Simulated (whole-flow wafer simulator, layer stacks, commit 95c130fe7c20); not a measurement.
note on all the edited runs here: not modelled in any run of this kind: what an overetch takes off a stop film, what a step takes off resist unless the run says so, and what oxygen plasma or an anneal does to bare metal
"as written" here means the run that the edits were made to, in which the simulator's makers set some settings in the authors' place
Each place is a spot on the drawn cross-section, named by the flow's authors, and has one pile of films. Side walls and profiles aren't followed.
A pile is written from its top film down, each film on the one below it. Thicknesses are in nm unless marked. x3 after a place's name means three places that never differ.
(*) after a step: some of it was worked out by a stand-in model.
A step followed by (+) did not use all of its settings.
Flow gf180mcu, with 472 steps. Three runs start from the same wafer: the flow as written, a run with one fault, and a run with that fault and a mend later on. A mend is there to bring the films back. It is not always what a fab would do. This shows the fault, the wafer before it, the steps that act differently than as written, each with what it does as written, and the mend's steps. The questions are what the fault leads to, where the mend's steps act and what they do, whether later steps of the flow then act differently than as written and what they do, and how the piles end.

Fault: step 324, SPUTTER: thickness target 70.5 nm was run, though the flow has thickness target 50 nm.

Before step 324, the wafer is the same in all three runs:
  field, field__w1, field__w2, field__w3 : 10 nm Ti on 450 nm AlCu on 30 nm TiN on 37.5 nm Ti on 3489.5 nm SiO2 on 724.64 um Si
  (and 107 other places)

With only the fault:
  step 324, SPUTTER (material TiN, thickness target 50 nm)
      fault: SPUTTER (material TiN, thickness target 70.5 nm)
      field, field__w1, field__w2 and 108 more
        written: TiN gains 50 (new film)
        fault: TiN gains 70.5 (new film)
  Later steps of the flow acting differently than as written (not shown: 3 more steps that differ only slightly, by at most 2% or 0.5 nm, whichever is larger):
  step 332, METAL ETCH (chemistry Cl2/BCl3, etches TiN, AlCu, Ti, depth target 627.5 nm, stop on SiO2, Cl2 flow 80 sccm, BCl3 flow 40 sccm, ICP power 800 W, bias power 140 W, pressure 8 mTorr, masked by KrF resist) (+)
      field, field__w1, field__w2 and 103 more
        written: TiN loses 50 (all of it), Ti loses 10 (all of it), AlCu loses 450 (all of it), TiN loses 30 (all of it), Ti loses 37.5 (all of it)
        fault: TiN loses 70.5 (all of it), Ti loses 10 (all of it), AlCu loses 450 (all of it), TiN loses 30 (all of it), Ti loses 37.5 (all of it)
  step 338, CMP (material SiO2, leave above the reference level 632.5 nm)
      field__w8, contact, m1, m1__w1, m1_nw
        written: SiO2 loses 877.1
        fault: SiO2 loses 897.6
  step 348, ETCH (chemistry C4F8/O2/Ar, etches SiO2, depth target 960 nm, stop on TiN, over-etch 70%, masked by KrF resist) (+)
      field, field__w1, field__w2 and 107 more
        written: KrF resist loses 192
        fault: KrF resist loses 187.7
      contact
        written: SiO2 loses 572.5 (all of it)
        fault: SiO2 loses 552 (all of it)
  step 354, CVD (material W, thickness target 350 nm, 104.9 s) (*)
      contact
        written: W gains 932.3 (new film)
        fault: W gains 911.6 (new film)
  The piles end different from the flow's at field__w8, contact, m1, m1__w1, m1_nw by more than 2% or 0.5 nm, whichever is larger.
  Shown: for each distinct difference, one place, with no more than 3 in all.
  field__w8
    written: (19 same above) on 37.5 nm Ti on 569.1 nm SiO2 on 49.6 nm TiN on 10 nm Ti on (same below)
    fault: (19 same above) on 37.5 nm Ti on 548.6 nm SiO2 on 70.1 nm TiN on 10 nm Ti on (same below)
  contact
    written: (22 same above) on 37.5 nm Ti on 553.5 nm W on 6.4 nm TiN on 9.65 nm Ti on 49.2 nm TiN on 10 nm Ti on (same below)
    fault: (22 same above) on 37.5 nm Ti on 532.8 nm W on 6.48 nm TiN on 9.77 nm Ti on 69.7 nm TiN on 10 nm Ti on (same below)

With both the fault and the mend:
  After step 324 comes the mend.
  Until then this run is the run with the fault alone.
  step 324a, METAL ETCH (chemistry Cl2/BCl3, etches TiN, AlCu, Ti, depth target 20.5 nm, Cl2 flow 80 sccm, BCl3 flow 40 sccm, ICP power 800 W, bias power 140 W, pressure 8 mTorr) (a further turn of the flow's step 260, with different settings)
      field, field__w1, field__w2 and 108 more
        TiN loses 20.5
  Later steps of the flow that are run all act as written at every place that is followed.
  The piles end the same as the flow's at every place that both follow.
